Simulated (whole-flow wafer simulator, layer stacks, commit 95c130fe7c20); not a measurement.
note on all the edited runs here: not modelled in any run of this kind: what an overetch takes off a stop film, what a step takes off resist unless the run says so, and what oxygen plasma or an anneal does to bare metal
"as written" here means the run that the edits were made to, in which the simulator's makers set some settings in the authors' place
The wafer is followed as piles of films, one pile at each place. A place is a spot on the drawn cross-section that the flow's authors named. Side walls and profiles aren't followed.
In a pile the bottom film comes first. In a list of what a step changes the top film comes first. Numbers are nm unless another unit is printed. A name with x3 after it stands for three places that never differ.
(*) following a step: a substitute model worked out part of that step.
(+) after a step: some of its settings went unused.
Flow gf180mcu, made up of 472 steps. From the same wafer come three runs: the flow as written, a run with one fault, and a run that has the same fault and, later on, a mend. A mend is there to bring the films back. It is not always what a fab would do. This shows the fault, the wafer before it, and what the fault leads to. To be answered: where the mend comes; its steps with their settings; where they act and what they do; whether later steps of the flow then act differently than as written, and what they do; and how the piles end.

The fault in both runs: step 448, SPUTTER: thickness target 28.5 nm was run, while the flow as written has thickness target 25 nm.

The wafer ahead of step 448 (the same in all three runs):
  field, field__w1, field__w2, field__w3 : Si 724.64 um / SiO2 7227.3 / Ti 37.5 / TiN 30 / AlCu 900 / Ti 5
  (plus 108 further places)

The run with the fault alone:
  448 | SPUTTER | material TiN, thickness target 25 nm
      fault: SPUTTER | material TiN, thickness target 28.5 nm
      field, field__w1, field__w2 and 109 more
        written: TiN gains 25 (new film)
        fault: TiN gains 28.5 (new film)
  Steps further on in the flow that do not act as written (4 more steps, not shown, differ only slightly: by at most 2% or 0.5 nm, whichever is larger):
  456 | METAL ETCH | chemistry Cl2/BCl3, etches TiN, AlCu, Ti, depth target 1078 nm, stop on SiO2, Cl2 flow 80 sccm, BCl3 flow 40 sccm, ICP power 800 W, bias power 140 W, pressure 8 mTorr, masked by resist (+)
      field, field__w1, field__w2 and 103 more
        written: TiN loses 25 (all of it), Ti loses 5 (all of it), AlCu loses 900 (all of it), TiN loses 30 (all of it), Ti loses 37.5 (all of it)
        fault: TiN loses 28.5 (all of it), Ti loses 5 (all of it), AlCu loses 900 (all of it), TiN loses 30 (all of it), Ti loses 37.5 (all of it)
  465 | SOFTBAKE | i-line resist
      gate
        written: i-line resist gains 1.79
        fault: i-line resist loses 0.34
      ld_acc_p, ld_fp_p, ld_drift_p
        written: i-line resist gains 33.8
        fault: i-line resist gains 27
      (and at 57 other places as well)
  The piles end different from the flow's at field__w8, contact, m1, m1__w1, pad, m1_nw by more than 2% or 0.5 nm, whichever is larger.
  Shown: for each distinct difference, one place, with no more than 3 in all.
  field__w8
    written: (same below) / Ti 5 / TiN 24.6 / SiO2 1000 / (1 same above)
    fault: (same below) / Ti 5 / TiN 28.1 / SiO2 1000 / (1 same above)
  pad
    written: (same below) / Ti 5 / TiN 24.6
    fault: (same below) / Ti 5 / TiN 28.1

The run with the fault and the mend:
  After step 455 comes the mend.
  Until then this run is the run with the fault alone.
  455a | STRIP | chemistry O2/N2, power 2160 W, pressure 1700 mTorr (*)
      field__w8, contact, m1, m1__w1, pad, m1_nw
        resist loses 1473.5 (all of it)
  455b | METAL ETCH | chemistry Cl2/BCl3, etches TiN, AlCu, Ti, depth target 3.5 nm, Cl2 flow 80 sccm, BCl3 flow 40 sccm, ICP power 800 W, bias power 140 W, pressure 8 mTorr (a further turn of the flow's step 260, with different settings)
      field, field__w1, field__w2 and 109 more
        TiN loses 3.5
  455c | HMDS | 120 C, 60 s (a further turn of the flow's step 450)
      leaves every film unchanged at each place that is followed
  455d | COAT | resist, thickness 1500 nm (a further turn of the flow's step 451)
      field, field__w1, field__w2 and 109 more
        resist gains 1500 (new film)
  455e | SOFTBAKE | resist (a further turn of the flow's step 452)
      leaves every film unchanged at each place that is followed
  455f | EXPOSE | photomask MetalTop (a further turn of the flow's step 453)
      leaves every film unchanged at each place that is followed
  455g | PEB | resist, 70.3 s (a further turn of the flow's step 454)
      field, field__w1, field__w2 and 109 more
        resist loses 26.5
  455h | DEVELOP | thickness 1500 nm, 60 s (a further turn of the flow's step 455)
      field, field__w1, field__w2 and 103 more
        resist loses 1473.5 (all of it)
  None of the later steps of the flow acts differently than as written at any place that is followed.
  At every place that both follow, the piles at the end match the flow's.
